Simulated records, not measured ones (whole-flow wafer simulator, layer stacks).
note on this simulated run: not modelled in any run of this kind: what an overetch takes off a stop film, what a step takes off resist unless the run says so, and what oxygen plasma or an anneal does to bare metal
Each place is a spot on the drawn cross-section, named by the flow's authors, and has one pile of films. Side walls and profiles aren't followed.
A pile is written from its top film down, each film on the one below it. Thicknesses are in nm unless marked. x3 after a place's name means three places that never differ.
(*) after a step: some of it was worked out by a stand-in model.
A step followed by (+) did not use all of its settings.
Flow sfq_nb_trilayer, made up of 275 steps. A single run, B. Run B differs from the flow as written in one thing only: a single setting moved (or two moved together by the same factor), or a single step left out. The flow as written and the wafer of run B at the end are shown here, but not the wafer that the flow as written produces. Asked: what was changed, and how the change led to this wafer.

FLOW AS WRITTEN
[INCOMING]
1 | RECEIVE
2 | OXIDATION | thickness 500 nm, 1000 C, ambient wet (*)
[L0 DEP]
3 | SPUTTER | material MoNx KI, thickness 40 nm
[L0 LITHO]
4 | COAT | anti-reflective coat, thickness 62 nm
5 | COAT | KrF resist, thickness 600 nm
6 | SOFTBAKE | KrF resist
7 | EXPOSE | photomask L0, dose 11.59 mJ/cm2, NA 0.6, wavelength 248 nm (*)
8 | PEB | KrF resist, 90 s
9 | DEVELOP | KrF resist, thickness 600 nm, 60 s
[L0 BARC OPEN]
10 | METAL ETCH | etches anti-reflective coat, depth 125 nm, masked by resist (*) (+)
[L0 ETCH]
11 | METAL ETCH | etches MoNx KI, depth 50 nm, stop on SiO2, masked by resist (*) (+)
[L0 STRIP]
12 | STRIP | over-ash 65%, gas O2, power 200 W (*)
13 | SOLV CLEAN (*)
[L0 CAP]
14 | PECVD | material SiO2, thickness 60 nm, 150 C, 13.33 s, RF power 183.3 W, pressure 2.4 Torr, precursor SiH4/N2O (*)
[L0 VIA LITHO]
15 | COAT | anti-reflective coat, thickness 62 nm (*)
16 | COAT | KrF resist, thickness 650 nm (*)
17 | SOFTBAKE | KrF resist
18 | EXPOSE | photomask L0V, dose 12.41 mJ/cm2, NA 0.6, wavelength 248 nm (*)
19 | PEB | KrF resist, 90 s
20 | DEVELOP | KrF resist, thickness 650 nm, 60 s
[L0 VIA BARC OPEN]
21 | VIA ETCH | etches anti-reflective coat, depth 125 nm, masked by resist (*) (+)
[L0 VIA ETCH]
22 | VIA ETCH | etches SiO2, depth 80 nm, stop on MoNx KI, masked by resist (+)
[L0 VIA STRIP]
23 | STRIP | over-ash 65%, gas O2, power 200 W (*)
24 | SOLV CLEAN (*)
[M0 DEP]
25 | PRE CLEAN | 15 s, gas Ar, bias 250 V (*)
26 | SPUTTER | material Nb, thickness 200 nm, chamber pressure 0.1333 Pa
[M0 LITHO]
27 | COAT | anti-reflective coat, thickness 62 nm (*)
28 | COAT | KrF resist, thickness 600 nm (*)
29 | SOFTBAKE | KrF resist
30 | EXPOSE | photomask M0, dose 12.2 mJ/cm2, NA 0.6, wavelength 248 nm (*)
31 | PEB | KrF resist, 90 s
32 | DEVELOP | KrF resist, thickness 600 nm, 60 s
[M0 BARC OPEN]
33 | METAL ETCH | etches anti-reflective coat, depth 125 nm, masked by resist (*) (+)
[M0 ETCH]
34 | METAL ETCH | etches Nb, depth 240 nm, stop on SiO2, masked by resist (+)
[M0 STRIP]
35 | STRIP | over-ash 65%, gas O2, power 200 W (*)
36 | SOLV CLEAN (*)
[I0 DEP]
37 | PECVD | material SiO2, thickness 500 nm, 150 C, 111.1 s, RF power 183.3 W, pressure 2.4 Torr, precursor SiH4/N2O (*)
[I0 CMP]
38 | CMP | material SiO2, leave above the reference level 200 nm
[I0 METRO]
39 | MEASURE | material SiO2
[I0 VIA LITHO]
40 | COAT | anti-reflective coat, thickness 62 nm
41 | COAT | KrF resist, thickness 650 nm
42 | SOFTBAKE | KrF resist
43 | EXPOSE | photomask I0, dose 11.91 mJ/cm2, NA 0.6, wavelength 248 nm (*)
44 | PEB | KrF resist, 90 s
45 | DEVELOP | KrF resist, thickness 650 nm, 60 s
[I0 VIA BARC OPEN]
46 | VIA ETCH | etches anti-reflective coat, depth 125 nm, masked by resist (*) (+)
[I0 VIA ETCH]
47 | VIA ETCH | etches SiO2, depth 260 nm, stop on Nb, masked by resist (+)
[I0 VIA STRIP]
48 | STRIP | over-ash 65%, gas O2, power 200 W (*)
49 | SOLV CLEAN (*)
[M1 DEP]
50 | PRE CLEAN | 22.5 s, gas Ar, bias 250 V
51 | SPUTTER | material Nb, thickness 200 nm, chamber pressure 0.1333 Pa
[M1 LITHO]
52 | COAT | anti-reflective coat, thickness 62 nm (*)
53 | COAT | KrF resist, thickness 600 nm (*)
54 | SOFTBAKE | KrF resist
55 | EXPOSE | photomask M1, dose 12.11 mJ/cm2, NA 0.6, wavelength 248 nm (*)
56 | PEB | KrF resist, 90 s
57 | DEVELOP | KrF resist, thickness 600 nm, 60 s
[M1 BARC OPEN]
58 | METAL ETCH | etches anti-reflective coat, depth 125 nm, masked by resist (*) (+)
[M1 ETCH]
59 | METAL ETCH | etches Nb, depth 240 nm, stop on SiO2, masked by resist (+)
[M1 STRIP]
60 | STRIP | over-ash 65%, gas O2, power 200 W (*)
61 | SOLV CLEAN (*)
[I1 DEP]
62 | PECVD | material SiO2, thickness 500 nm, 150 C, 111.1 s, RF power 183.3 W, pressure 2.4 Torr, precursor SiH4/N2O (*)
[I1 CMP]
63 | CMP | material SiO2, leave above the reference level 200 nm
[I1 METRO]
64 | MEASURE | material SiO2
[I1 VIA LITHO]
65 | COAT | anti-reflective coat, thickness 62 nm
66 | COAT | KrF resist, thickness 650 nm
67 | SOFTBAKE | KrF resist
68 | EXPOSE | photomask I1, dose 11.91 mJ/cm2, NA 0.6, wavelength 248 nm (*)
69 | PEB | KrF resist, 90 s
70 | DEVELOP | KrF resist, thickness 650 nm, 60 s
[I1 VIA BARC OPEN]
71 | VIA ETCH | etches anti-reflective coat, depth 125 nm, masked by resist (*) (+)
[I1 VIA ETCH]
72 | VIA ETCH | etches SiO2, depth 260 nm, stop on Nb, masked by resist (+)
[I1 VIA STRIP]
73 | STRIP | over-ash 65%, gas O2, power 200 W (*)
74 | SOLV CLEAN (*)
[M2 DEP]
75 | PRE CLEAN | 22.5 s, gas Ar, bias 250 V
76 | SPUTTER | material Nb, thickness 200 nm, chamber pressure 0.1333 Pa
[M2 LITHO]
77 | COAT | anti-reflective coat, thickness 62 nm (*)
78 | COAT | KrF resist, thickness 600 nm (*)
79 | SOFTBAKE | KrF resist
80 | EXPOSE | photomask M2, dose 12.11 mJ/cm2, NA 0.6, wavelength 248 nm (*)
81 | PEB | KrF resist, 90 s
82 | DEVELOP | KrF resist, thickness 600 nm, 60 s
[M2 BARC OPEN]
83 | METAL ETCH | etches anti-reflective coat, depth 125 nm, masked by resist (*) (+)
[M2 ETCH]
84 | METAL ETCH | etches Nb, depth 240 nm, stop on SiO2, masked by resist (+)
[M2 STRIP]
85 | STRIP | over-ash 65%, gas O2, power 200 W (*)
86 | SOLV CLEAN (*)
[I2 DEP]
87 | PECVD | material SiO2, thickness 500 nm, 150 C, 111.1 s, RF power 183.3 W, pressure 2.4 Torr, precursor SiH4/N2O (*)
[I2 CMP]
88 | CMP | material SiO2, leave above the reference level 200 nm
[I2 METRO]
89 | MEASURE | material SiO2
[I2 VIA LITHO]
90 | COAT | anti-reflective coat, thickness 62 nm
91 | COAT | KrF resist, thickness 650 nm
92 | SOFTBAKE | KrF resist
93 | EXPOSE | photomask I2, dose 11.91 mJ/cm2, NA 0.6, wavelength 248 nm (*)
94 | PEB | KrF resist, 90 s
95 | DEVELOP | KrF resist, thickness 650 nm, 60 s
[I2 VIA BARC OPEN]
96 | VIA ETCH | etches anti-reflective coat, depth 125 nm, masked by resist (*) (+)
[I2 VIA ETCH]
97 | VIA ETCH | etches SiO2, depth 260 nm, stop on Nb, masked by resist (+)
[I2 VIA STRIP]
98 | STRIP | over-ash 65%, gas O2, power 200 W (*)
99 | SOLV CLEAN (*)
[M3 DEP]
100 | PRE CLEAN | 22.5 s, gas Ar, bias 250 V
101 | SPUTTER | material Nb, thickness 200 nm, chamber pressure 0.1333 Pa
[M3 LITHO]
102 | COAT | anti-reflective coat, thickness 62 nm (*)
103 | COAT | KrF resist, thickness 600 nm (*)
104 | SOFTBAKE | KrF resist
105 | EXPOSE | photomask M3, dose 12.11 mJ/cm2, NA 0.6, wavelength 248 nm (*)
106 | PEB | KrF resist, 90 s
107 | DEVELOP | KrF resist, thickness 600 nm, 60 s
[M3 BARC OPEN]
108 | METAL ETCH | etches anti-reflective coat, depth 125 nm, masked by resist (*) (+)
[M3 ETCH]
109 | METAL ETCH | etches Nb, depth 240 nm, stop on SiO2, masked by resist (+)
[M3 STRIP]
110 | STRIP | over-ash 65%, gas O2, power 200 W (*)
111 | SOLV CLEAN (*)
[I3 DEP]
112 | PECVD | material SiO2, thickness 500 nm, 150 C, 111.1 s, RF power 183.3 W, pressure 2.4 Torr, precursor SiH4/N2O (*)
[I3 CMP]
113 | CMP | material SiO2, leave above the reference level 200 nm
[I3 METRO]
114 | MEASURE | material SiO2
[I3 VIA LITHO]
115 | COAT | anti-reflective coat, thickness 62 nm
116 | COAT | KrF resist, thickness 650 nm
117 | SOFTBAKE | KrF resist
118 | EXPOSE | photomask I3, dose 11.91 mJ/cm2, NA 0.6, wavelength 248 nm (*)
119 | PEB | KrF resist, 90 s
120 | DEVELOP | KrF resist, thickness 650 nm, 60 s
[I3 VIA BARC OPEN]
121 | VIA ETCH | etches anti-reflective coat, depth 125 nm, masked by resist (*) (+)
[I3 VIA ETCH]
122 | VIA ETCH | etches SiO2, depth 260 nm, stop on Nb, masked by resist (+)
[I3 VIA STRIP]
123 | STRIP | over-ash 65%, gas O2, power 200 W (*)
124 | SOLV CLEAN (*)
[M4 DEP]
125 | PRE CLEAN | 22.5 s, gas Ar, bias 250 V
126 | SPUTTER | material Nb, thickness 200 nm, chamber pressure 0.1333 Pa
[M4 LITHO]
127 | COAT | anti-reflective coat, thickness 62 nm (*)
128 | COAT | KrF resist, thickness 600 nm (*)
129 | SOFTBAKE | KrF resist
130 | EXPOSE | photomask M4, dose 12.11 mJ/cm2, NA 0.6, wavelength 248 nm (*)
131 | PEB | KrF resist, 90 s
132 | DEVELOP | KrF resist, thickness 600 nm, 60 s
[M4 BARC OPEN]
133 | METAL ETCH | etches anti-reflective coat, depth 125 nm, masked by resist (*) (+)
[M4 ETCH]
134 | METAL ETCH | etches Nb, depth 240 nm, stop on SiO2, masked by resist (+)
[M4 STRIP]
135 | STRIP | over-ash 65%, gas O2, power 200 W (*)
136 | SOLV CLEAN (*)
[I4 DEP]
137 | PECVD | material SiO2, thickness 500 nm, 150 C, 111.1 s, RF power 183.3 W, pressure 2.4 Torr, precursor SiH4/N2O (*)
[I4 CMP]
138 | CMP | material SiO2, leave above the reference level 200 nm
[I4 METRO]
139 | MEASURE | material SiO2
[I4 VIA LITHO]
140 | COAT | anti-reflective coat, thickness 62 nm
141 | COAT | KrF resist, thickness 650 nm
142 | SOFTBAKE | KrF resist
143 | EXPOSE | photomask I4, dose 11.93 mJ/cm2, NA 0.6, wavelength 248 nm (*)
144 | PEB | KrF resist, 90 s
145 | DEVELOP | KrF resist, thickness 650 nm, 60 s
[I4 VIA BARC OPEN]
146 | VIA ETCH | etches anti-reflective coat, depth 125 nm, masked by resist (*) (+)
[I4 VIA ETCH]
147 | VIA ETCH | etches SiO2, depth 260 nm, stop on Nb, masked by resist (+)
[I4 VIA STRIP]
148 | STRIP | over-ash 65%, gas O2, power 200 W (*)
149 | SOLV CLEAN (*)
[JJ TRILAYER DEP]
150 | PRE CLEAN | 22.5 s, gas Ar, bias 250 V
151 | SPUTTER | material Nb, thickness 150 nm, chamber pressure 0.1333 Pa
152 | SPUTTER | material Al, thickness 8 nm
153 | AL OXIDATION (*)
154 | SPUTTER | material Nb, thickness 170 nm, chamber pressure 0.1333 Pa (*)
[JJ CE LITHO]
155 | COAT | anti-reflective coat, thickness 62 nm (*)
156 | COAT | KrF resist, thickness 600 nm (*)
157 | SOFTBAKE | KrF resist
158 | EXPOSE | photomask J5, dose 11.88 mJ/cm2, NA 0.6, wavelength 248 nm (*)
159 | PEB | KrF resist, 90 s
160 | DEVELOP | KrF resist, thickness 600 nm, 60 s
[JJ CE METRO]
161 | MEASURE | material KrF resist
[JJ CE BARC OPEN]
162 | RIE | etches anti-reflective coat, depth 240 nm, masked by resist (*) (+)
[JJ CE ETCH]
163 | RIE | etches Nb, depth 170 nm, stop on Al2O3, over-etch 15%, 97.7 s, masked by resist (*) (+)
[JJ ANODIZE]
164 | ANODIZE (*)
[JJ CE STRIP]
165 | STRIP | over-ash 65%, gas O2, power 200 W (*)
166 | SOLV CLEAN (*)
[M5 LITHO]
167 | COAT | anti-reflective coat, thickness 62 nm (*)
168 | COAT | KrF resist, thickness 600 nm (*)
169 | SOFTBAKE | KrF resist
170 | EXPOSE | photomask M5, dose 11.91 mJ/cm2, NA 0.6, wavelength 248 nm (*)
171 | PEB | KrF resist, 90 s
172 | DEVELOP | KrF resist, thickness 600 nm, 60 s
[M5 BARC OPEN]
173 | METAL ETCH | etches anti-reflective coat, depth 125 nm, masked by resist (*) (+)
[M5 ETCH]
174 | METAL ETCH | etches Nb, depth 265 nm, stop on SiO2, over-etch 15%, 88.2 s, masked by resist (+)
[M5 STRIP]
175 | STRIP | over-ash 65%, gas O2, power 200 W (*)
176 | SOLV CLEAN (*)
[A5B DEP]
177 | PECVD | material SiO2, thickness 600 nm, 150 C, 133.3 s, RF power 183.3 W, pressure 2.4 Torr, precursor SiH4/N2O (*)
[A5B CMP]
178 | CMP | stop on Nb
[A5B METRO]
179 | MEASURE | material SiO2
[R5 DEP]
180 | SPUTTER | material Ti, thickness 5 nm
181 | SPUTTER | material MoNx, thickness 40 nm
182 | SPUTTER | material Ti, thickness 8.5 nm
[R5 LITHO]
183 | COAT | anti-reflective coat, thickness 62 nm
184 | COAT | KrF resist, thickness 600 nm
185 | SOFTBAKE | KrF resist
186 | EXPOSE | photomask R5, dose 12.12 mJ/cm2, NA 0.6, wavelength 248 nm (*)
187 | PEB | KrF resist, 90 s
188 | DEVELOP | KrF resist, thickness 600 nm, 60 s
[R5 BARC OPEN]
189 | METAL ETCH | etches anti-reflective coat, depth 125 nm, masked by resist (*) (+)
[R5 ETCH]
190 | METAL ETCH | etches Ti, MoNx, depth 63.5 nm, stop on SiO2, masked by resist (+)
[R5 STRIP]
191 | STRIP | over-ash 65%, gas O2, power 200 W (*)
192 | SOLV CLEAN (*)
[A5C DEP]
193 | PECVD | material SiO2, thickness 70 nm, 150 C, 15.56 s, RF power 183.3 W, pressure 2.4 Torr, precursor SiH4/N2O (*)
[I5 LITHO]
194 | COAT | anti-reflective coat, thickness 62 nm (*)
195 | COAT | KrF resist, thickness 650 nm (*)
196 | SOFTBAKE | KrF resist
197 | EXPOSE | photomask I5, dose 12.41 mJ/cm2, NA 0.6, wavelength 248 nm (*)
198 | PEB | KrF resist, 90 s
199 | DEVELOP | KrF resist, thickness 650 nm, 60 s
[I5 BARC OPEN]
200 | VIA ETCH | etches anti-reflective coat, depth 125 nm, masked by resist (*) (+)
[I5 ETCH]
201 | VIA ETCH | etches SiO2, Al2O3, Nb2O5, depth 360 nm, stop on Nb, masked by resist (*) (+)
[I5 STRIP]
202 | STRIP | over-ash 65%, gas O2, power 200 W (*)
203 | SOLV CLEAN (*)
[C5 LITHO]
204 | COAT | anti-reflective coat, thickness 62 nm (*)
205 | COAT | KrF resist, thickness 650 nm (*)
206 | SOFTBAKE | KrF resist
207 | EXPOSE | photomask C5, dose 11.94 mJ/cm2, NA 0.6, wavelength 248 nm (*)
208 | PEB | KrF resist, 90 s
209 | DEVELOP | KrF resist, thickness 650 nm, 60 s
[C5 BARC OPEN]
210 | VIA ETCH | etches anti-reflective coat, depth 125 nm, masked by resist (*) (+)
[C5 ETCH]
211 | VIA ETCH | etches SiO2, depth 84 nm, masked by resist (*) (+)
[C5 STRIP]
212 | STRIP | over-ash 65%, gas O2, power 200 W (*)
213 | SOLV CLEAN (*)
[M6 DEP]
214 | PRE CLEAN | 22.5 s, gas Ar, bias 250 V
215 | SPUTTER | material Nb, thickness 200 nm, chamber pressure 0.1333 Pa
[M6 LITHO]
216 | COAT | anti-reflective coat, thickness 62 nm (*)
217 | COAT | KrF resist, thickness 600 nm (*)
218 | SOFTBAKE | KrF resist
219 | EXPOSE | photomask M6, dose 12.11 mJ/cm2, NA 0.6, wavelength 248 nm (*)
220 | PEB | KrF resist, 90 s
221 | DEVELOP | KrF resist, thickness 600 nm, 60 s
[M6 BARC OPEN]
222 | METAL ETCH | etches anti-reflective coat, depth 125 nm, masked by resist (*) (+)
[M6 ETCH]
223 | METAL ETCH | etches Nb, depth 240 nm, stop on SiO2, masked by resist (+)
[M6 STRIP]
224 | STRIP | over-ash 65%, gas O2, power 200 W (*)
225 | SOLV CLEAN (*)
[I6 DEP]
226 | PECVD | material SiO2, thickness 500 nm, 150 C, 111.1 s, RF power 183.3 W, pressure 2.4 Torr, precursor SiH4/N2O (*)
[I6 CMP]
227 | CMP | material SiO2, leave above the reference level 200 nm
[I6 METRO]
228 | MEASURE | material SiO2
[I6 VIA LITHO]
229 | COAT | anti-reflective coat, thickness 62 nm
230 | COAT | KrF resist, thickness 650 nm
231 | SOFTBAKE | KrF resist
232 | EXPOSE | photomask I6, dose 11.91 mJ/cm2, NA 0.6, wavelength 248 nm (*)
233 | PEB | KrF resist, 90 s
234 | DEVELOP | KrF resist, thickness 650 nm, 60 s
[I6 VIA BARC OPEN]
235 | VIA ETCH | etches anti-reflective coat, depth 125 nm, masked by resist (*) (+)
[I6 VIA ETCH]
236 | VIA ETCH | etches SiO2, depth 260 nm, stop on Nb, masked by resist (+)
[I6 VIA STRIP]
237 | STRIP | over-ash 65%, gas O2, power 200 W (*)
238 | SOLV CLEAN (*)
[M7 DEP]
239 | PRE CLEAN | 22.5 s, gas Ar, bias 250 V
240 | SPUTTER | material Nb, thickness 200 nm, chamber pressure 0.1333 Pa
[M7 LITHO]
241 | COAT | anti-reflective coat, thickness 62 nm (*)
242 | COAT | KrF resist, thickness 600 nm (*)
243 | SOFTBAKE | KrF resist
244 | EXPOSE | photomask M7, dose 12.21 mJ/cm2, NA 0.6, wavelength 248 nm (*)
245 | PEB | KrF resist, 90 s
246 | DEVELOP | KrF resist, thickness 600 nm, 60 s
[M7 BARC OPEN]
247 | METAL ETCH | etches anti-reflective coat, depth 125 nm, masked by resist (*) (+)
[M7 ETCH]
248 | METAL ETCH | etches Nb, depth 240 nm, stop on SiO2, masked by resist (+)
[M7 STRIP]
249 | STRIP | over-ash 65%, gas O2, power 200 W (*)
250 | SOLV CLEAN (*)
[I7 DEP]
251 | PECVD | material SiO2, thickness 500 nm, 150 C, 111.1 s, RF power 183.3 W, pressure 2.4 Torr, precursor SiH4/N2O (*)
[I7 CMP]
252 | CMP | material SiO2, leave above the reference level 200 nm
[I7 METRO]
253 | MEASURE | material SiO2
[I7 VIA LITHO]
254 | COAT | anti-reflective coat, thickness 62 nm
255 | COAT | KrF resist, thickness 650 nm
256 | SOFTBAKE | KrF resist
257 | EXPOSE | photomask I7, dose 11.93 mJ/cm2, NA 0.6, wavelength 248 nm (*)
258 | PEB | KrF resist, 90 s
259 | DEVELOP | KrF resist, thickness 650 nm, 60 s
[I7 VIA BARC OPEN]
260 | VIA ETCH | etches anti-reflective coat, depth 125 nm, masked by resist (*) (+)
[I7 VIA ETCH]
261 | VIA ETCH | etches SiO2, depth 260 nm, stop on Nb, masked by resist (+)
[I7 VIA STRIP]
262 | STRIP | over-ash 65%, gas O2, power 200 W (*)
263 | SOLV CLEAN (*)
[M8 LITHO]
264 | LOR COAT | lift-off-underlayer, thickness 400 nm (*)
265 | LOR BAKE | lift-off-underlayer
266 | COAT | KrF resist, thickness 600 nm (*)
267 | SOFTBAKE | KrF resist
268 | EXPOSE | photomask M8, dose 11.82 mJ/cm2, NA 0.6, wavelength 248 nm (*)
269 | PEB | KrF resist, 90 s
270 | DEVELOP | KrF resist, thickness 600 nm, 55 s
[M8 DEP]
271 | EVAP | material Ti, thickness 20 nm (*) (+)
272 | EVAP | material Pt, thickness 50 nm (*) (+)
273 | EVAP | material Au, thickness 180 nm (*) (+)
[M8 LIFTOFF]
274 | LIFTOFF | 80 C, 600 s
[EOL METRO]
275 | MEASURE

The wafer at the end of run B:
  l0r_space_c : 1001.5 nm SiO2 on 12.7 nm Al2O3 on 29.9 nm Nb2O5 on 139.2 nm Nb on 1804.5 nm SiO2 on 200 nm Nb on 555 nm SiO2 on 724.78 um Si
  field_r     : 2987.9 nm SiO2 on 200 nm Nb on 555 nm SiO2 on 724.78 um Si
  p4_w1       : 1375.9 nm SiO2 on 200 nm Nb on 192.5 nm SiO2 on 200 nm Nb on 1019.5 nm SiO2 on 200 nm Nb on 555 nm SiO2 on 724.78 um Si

The reason: step 63, CMP: leave above the reference level 242 nm was run, whereas the flow has leave above the reference level 200 nm.

The path from the change to this, step by step:
  63 | CMP | material SiO2, leave above the reference level 200 nm
      field_l, be, be_sur and 72 more: -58 SiO2 (as written it would have been: -100 SiO2)
      v_sur, via_wl, via_wr and 20 more: -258 SiO2 (as written it would have been: -300 SiO2)
      (and at 8 other places as well)
  72 | VIA ETCH | etches SiO2, depth 260 nm, stop on Nb, masked by resist (+)
      via_v: -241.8 SiO2 (all of it) (as written it would have been: -199.8 SiO2 (all of it))
  76 | SPUTTER | material Nb, thickness 200 nm, chamber pressure 0.1333 Pa
      via_v: +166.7 Nb (as written it would have been: +174.5 Nb)
  77 | COAT | anti-reflective coat, thickness 62 nm (*)
      via_v: +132 anti-reflective coat (new film) (as written it would have been: +123.1 anti-reflective coat (new film))
      wire: +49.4 anti-reflective coat (new film) (as written it would have been: +50.6 anti-reflective coat (new film))
  78 | COAT | KrF resist, thickness 600 nm (*)
      via_v: +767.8 KrF resist (new film) (as written it would have been: +733.7 KrF resist (new film))
  85 | STRIP | over-ash 65%, gas O2, power 200 W (*)
      via_v: -549.8 KrF resist (all of it), -132 anti-reflective coat (all of it) (as written it would have been: -515.8 KrF resist (all of it), -123.1 anti-reflective coat (all of it))
      wire: -371.9 KrF resist (all of it), -49.4 anti-reflective coat (all of it) (as written it would have been: -374.9 KrF resist (all of it), -50.6 anti-reflective coat (all of it))
  87 | PECVD | material SiO2, thickness 500 nm, 150 C, 111.1 s, RF power 183.3 W, pressure 2.4 Torr, precursor SiH4/N2O (*)
      via_v: +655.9 SiO2 (new film) (as written it would have been: +606 SiO2 (new film))
